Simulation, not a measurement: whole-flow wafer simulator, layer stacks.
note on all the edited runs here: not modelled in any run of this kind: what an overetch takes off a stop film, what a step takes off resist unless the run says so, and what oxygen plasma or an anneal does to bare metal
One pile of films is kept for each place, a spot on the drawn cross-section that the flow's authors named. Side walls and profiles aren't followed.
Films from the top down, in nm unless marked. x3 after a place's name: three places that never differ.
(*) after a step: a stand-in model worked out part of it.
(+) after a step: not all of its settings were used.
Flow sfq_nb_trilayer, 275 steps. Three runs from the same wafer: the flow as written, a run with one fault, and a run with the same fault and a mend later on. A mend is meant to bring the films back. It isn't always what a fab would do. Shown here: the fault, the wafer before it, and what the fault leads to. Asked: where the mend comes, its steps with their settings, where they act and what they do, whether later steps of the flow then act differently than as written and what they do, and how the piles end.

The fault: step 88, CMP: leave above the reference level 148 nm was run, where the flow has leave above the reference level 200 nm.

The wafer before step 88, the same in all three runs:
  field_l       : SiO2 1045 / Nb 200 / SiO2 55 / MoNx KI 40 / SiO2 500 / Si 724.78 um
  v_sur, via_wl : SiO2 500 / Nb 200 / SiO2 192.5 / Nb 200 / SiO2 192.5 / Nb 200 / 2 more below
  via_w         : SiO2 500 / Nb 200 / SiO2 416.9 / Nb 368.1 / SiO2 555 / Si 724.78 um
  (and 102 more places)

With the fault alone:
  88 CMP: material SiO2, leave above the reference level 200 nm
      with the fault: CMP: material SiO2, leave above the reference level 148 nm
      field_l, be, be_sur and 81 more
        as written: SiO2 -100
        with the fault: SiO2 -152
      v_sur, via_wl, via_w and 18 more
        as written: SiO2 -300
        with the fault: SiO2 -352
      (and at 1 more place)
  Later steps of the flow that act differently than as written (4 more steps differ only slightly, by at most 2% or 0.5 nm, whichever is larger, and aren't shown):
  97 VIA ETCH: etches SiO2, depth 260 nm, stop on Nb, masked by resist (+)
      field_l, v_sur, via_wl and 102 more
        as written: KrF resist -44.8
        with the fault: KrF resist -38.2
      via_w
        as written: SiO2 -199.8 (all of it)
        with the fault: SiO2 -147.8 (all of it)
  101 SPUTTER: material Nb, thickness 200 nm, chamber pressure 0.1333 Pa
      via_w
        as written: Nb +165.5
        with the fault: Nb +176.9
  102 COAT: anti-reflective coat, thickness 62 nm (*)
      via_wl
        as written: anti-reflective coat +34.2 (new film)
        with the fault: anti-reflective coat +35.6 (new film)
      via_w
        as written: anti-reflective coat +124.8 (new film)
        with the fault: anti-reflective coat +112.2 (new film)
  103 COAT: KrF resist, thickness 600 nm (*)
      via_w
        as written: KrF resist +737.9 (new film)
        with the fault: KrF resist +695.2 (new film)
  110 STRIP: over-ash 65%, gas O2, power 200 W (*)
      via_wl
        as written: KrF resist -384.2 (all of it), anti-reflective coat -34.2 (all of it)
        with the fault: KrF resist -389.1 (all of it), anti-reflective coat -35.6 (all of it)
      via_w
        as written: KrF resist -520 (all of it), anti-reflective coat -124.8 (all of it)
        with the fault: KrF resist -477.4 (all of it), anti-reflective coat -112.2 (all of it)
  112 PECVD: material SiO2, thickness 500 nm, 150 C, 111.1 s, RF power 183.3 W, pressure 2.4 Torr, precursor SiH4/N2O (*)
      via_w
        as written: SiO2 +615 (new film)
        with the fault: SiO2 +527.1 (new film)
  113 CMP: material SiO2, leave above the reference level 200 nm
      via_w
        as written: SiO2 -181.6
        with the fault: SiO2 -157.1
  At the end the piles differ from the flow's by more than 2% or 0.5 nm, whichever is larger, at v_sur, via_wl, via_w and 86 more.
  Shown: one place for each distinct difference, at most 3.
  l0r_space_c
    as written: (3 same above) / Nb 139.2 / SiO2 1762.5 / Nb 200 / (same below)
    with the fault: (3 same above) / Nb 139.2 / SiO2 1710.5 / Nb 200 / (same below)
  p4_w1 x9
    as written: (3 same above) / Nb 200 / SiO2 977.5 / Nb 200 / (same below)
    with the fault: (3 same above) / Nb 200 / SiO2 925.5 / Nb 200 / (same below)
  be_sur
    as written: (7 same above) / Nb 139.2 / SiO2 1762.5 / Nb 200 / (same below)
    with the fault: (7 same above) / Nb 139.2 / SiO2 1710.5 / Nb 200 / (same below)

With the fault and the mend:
  The mend comes after step 89.
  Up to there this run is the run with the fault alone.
  89a PECVD: material SiO2, thickness 52 nm, 150 C, 11.56 s, RF power 183.3 W, pressure 2.4 Torr, precursor SiH4/N2O (the flow's step 87 once more, with other settings)
      field_l, v_sur, via_wl and 103 more
        SiO2 +52
  No later step of the flow acts differently than as written, at any place that is followed, by more than 2% or 0.5 nm, whichever is larger.
  At the end the piles are the same as the flow's at every place that both follow.
